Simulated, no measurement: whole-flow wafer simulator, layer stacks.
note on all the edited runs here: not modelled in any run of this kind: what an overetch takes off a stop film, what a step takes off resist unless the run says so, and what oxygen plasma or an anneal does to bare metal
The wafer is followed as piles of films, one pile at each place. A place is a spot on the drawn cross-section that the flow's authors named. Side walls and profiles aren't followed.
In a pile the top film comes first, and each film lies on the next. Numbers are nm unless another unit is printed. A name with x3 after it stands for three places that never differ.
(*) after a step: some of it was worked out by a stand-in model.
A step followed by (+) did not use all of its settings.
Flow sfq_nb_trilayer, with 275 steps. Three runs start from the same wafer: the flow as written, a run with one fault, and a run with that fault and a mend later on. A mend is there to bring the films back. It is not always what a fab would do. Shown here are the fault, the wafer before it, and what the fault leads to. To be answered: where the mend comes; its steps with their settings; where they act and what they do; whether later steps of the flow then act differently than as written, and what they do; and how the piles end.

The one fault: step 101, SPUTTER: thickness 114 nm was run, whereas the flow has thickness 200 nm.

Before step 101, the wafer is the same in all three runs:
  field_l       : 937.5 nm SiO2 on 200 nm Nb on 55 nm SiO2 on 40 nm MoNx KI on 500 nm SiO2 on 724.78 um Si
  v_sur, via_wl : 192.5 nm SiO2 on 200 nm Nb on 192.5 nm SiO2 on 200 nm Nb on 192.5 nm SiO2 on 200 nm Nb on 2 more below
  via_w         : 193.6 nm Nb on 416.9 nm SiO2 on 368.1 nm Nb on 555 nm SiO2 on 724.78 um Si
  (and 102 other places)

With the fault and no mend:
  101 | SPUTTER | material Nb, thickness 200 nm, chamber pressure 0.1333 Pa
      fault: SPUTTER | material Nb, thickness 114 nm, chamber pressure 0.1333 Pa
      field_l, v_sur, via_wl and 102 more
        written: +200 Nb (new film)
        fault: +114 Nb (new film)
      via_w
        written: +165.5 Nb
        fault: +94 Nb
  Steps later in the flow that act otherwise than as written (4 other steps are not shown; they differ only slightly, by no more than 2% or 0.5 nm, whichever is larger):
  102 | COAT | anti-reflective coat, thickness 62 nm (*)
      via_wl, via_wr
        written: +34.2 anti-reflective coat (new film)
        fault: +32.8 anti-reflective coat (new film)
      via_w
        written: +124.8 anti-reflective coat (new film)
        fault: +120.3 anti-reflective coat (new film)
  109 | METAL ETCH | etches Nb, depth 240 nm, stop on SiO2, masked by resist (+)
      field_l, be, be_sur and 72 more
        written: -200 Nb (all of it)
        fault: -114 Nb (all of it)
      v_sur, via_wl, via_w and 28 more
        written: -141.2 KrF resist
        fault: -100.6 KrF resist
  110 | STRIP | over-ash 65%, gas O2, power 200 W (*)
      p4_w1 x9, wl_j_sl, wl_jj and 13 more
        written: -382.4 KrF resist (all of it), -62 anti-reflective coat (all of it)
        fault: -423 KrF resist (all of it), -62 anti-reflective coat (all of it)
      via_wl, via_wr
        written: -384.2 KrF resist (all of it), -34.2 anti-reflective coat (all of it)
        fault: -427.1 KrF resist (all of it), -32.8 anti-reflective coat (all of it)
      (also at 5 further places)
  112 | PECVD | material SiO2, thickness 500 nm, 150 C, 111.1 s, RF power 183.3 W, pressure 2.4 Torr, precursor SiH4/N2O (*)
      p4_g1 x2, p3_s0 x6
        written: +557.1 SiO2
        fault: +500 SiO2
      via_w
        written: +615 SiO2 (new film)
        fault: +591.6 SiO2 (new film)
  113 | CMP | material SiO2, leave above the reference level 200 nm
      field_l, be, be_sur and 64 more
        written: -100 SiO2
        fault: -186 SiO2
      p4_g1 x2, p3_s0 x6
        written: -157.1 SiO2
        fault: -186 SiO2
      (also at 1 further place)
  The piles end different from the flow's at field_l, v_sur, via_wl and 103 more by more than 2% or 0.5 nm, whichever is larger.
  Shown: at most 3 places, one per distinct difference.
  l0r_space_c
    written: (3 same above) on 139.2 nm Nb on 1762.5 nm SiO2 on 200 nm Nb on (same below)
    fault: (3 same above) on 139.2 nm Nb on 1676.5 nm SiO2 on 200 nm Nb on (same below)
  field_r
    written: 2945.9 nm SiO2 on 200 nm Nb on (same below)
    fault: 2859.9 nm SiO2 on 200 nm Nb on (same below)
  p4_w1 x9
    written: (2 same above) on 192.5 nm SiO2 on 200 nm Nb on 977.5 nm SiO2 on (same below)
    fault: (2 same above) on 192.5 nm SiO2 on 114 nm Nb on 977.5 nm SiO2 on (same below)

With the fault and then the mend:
  The mend stands after step 101.
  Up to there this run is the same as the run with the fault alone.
  101a | SPUTTER | material Nb, thickness 86 nm, chamber pressure 0.1333 Pa (a further turn of the flow's step 101, with different settings)
      field_l, v_sur, via_wl and 102 more
        +86 Nb
      via_w
        +69.1 Nb
  Every later step of the flow that is run acts as written, at every place that is followed, to within 2% or 0.5 nm, whichever is larger.
  The piles end only slightly different from the flow's at the places that both follow, by no more than 2% or 0.5 nm, whichever is larger.
